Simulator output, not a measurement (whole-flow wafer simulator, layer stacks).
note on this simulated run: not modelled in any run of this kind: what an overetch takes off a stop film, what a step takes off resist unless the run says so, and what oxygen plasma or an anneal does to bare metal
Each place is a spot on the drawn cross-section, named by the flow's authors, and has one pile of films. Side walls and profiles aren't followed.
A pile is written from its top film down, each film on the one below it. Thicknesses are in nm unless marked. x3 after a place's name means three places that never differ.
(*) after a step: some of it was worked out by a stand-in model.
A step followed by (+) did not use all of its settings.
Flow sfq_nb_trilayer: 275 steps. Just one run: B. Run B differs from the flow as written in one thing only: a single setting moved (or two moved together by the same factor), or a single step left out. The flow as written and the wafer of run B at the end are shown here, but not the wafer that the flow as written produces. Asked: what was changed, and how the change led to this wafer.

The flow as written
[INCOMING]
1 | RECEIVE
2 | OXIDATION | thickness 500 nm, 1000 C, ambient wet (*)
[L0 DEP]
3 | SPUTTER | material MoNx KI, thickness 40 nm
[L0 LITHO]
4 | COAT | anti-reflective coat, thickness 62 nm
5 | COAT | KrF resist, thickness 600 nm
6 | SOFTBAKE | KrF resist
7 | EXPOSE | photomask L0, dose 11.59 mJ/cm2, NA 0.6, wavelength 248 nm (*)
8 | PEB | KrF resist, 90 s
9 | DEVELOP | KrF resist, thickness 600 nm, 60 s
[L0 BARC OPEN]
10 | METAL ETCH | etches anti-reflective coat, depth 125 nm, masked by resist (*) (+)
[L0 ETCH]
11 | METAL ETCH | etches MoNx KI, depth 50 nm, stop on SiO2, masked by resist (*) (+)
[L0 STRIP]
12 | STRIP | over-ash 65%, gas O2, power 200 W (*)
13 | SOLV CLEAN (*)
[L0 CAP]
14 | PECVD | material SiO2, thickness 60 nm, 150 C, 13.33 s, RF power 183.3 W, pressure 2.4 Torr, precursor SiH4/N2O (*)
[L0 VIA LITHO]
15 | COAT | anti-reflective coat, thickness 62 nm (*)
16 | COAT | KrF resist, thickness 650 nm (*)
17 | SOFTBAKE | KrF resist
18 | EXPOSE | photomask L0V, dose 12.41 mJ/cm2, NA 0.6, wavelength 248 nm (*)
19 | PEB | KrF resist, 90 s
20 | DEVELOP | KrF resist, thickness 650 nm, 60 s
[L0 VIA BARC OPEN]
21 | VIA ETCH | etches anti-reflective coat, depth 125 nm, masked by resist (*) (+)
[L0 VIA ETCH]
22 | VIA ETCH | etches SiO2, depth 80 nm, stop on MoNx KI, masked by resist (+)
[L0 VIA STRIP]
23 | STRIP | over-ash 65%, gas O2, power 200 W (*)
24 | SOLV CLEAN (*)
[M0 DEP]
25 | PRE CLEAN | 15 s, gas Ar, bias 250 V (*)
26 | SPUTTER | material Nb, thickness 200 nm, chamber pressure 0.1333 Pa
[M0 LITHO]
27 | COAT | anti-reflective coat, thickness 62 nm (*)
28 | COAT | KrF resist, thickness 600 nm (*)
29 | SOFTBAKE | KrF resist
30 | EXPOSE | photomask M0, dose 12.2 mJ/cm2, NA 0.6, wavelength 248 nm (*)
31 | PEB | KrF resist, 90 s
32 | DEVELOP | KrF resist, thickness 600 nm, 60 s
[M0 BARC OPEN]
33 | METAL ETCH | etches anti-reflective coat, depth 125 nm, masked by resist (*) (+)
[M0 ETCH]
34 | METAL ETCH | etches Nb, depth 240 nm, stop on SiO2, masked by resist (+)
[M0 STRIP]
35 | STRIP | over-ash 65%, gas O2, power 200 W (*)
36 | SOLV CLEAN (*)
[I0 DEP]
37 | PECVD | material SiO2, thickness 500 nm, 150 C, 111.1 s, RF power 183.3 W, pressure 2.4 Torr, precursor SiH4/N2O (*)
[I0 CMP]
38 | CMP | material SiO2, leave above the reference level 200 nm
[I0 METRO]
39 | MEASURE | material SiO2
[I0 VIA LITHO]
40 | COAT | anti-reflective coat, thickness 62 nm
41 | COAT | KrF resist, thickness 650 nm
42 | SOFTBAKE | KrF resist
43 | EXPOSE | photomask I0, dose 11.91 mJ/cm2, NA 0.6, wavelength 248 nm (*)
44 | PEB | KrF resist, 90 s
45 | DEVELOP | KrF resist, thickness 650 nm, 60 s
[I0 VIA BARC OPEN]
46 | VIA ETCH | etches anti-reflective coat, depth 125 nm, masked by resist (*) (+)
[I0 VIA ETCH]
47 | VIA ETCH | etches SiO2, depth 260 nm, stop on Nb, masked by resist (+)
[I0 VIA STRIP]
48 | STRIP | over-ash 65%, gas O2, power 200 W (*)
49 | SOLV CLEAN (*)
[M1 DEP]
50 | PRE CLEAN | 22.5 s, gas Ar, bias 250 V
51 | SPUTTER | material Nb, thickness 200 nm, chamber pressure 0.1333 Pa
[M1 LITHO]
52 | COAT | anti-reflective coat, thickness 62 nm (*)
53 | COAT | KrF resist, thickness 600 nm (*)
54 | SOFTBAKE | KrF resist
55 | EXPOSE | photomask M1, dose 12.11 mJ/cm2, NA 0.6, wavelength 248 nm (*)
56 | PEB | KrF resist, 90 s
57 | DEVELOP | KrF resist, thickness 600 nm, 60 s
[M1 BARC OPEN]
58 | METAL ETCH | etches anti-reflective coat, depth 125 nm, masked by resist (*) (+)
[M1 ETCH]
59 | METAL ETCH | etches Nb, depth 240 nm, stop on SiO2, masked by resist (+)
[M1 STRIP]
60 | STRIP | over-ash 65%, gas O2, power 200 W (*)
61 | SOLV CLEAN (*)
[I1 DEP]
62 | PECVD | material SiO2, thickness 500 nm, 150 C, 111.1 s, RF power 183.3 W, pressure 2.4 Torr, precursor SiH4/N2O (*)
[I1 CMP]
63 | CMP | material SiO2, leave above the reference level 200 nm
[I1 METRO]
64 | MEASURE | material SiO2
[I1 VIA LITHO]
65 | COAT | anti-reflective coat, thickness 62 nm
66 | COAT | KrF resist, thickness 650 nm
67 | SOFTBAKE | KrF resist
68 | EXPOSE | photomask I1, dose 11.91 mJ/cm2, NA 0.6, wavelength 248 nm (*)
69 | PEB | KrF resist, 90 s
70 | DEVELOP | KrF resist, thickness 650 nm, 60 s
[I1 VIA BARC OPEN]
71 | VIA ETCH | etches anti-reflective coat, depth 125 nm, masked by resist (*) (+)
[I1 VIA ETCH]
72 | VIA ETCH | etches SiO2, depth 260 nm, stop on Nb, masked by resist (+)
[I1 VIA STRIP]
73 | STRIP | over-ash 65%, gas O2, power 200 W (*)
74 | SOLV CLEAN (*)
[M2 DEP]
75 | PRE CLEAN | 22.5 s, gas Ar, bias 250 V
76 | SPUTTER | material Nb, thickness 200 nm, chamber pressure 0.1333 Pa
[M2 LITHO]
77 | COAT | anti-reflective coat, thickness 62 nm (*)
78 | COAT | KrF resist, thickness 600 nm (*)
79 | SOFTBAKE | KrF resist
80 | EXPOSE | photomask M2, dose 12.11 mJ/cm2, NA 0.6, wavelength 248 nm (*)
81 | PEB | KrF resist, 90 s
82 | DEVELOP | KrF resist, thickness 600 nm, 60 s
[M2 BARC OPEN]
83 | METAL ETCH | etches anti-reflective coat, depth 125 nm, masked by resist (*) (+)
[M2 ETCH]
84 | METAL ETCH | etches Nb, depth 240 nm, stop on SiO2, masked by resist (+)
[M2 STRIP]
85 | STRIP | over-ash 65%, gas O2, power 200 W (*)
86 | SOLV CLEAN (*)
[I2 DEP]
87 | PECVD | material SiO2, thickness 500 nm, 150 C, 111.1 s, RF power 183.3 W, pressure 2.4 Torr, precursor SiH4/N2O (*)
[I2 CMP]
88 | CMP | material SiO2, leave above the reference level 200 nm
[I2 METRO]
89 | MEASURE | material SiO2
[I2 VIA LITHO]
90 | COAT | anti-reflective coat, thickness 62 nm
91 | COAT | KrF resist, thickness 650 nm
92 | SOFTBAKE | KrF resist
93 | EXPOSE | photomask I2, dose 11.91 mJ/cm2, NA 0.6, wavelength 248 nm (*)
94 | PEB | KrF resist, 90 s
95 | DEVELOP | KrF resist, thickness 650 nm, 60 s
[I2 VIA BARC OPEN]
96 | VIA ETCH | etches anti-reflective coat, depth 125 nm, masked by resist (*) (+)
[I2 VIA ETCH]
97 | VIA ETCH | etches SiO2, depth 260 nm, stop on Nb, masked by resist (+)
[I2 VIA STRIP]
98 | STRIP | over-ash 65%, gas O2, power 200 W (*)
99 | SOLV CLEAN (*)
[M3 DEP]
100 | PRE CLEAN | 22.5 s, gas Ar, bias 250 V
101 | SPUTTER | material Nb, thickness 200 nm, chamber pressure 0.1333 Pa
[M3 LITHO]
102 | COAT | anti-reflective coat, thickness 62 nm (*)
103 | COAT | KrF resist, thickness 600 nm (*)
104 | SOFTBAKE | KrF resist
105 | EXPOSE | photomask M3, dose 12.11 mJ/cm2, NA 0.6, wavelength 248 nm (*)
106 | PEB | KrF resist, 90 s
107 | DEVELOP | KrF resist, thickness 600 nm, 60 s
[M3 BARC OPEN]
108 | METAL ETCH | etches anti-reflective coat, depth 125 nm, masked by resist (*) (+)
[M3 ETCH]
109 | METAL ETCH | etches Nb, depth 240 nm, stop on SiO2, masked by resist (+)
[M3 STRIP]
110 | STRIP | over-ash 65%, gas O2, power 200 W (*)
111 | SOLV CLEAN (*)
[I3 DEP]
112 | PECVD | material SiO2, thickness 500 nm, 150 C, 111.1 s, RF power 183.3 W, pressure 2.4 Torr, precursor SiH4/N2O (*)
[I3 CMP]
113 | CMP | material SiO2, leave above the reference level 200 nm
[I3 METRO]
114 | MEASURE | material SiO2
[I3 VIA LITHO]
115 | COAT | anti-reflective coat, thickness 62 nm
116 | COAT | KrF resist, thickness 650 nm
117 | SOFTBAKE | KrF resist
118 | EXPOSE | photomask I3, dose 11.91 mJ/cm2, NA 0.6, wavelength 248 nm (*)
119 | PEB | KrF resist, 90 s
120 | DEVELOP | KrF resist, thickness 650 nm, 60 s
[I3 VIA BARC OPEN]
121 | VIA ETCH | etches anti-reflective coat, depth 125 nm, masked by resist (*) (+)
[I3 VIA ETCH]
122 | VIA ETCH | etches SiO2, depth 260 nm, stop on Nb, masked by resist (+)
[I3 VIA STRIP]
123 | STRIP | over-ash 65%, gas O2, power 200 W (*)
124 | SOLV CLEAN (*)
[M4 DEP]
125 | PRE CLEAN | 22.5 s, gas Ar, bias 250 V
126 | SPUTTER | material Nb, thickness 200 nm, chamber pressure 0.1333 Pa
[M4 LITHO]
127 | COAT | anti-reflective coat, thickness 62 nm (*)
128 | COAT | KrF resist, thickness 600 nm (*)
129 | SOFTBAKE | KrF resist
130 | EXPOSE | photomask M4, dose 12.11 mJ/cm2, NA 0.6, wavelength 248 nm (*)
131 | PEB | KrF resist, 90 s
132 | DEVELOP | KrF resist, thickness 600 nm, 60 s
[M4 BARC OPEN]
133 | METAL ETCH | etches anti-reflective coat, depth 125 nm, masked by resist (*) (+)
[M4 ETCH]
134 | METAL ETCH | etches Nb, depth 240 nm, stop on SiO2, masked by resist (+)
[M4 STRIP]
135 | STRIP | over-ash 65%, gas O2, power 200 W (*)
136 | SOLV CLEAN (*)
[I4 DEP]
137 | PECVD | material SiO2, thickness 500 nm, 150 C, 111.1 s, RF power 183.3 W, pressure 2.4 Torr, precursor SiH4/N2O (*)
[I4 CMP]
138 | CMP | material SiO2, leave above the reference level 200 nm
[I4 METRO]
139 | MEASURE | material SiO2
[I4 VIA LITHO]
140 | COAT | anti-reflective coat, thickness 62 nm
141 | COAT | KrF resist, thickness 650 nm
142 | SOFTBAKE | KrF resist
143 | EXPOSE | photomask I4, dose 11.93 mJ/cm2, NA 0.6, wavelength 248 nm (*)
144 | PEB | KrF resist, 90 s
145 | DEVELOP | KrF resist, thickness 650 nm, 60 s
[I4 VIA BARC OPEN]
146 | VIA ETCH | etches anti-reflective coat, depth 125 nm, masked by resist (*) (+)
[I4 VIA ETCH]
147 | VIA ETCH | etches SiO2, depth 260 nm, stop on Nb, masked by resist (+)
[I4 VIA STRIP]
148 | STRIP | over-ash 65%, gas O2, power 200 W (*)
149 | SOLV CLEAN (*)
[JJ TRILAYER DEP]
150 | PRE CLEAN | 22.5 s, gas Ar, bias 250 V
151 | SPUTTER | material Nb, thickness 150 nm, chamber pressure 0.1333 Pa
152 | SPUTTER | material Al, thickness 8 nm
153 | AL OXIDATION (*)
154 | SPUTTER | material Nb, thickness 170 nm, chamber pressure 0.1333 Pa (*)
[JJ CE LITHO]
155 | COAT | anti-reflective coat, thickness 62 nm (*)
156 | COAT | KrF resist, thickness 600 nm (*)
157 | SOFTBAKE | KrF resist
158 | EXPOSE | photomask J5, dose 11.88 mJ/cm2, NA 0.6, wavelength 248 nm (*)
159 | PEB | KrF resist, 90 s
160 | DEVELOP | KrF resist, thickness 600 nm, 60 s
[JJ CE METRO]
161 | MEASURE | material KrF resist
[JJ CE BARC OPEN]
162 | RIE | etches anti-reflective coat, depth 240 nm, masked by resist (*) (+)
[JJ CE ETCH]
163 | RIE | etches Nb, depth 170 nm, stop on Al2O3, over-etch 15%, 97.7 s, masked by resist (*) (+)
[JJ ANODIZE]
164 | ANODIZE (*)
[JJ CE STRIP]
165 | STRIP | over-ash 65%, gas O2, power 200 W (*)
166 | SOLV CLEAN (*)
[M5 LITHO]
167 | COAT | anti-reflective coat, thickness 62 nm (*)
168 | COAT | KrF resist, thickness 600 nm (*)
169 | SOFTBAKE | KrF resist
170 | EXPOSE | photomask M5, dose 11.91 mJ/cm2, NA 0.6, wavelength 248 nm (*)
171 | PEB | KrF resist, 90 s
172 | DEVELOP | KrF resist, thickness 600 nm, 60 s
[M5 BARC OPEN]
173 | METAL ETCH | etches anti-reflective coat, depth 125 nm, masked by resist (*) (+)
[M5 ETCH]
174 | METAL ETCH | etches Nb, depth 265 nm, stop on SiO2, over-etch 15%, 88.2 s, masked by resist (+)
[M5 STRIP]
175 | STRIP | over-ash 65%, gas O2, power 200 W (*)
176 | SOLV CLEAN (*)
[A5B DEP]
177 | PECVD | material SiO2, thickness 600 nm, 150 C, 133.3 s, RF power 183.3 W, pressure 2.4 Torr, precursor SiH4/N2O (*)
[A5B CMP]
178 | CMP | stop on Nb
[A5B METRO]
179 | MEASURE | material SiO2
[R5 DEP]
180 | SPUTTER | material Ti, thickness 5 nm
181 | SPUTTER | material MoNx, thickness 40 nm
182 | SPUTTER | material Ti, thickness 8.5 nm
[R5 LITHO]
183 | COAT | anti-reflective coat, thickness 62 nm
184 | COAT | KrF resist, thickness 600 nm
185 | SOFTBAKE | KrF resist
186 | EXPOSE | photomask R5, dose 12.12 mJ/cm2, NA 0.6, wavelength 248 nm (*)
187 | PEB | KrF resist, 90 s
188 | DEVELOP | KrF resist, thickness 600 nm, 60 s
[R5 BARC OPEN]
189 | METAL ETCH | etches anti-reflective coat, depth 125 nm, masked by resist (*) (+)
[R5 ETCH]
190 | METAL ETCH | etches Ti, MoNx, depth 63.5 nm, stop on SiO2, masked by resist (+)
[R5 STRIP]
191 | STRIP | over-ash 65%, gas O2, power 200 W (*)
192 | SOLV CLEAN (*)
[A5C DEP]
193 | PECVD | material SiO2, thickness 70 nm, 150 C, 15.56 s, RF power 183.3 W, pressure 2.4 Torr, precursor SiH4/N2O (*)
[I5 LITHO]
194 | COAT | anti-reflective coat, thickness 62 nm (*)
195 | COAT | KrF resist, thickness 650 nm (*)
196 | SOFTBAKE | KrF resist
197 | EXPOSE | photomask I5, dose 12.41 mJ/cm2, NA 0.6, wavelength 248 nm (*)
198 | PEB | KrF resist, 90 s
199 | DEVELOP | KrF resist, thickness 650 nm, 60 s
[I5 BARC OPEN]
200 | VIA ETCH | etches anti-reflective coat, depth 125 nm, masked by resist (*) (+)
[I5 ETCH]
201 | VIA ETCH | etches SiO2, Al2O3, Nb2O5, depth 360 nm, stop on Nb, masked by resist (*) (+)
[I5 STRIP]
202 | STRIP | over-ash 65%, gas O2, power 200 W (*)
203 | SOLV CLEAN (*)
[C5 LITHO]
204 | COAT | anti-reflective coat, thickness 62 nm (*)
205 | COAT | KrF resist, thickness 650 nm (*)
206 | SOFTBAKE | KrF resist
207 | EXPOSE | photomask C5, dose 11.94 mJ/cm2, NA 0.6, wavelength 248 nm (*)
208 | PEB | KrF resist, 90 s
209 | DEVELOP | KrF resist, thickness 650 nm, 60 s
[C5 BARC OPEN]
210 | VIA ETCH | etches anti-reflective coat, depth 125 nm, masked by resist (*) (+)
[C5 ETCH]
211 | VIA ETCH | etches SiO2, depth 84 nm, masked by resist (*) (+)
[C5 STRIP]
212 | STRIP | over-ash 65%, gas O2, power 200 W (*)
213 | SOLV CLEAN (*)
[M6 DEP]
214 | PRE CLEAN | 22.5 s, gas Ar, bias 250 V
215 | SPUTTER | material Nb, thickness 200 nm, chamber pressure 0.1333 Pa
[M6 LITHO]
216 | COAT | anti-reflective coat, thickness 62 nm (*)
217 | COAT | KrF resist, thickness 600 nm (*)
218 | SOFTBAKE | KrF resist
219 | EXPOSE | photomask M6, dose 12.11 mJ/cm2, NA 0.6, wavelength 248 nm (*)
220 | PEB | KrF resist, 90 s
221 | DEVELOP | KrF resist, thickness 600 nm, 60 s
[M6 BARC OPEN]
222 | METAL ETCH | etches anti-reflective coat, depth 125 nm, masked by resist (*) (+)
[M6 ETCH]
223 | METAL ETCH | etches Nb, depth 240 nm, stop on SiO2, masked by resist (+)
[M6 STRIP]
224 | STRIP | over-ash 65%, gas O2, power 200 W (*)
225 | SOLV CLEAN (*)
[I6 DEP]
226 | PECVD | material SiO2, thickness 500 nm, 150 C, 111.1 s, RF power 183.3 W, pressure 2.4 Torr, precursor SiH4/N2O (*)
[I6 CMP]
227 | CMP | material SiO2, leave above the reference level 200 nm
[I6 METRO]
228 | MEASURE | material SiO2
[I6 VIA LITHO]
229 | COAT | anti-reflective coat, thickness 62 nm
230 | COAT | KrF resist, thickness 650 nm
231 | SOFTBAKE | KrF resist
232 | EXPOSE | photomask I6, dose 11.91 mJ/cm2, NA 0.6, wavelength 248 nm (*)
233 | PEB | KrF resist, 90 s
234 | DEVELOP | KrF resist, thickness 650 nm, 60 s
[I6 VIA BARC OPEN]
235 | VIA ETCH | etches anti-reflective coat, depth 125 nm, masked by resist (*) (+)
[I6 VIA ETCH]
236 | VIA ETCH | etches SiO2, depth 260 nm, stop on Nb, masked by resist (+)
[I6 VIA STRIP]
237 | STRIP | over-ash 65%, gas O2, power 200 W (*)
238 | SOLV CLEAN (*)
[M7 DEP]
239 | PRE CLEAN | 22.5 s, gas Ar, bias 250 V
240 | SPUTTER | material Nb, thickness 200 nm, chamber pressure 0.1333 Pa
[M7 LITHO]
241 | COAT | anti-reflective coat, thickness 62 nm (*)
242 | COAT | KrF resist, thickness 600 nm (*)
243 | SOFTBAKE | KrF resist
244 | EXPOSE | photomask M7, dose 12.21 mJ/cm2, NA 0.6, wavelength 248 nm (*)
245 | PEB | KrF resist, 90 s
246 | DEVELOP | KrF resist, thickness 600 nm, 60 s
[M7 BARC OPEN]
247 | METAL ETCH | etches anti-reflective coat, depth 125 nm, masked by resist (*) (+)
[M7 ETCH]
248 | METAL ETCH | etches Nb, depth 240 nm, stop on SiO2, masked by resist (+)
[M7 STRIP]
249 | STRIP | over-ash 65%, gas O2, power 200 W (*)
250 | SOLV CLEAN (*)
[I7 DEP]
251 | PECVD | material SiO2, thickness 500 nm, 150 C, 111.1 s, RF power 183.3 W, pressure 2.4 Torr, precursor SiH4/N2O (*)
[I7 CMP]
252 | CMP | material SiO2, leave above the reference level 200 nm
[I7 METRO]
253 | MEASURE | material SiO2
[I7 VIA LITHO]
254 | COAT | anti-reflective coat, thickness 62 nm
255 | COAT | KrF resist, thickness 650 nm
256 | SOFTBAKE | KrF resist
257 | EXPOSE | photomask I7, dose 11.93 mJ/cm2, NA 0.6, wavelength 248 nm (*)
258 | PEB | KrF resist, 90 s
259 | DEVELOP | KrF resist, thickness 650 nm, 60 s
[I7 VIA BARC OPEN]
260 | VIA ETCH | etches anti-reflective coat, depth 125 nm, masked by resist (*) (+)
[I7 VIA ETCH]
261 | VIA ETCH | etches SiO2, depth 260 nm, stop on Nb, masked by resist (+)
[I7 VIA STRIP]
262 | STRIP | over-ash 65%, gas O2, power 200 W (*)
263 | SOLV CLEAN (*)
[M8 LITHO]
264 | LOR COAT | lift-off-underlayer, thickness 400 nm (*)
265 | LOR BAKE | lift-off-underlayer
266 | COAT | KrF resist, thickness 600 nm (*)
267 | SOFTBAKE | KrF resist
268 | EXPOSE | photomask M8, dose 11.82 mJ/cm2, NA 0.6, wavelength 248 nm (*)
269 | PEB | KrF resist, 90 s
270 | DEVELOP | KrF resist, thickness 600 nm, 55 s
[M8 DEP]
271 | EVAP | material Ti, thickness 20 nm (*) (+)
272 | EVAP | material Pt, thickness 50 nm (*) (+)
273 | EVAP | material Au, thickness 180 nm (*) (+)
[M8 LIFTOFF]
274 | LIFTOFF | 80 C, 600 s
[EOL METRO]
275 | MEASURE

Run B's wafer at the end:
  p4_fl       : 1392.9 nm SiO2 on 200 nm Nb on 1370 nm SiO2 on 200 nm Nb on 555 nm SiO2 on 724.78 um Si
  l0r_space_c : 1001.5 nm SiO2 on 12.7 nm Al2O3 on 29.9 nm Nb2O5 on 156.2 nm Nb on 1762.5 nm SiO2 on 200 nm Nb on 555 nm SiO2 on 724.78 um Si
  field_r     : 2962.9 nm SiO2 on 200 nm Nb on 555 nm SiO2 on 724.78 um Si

What caused this: step 151, SPUTTER: thickness 167 nm was run, whereas the flow has thickness 150 nm.

How this came from the change, step by step:
  151 | SPUTTER | material Nb, thickness 150 nm, chamber pressure 0.1333 Pa
      field_l, v_sur, via_sp and 100 more: Nb gains 167 (new film) (it would be, as written: Nb gains 150 (new film))
      via_wl, via_w, via_wr: Nb gains 145.3 (it would be, as written: Nb gains 130.4)
  155 | COAT | anti-reflective coat, thickness 62 nm (*)
      via_wl, via_wr: anti-reflective coat gains 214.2 (new film) (it would be, as written: anti-reflective coat gains 209.4 (new film))
  162 | RIE | etches anti-reflective coat, depth 240 nm, masked by resist (*) (+)
      ce_l, c5j, ce_r, wl_jj: KrF resist loses 214.2 (it would be, as written: KrF resist loses 209.4)
      via_wl, via_wr: anti-reflective coat loses 214.2 (all of it) (it would be, as written: anti-reflective coat loses 209.4 (all of it))
  174 | METAL ETCH | etches Nb, depth 265 nm, stop on SiO2, over-etch 15%, 88.2 s, masked by resist (+)
      field_l, r_sur, res and 50 more: Al2O3 loses 12.6 (all of it), Nb2O5 loses 29.9 (all of it), Nb loses 156.2 (all of it), SiO2 loses 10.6 (it would be, as written: Al2O3 loses 12.6 (all of it), Nb2O5 loses 29.9 (all of it), Nb loses 139.2 (all of it), SiO2 loses 12.3)
  178 | CMP | stop on Nb
      field_l, p4_fl, p4_fm and 39 more: SiO2 loses 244 (it would be, as written: SiO2 loses 259.3)
      r_sur, res, r_end, moat, field_r, lsp_l: SiO2 loses 236.4 (it would be, as written: SiO2 loses 252.3)
      (and at 5 other places as well)
